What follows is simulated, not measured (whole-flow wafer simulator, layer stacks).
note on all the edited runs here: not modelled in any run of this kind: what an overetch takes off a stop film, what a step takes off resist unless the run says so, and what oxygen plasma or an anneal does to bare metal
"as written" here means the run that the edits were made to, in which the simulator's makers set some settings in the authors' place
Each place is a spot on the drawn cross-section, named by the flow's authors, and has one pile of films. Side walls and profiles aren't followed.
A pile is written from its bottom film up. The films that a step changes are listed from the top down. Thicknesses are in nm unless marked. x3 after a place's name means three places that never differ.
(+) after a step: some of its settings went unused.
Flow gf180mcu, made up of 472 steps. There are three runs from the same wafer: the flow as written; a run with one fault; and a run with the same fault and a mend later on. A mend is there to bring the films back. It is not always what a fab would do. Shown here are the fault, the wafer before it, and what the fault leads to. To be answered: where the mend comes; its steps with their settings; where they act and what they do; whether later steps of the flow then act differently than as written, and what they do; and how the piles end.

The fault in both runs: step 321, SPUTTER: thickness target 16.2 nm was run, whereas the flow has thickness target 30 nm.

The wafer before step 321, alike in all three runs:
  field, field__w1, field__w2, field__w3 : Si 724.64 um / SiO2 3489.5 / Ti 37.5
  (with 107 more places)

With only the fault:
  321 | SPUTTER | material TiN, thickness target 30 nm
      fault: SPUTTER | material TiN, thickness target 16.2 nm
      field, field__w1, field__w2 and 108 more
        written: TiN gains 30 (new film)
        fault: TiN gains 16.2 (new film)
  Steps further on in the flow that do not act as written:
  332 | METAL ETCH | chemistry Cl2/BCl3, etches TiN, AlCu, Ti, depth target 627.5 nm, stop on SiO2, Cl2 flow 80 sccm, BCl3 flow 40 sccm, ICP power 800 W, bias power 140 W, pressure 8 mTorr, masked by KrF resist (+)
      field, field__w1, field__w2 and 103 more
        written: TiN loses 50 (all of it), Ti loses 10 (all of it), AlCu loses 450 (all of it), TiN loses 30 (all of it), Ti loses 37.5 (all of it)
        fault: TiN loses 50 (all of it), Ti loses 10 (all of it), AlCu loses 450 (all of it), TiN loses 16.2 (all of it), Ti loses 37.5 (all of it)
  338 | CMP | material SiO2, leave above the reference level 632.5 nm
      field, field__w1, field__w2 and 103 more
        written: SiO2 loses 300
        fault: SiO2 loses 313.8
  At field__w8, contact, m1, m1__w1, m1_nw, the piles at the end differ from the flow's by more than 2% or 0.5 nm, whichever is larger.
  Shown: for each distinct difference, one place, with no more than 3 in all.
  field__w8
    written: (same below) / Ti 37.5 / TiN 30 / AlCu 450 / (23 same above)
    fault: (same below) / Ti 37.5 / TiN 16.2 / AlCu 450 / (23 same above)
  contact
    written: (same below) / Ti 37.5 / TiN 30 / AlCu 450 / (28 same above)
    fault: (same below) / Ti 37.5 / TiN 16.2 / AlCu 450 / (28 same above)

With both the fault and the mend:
  The mend stands after step 321.
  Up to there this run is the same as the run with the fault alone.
  321a | SPUTTER | material TiN, thickness target 13.8 nm (a further turn of the flow's step 321, with different settings)
      field, field__w1, field__w2 and 108 more
        TiN gains 13.8
  Every later step of the flow that is run acts as written at every place that is followed.
  The piles end the same as the flow's at every place that both follow.
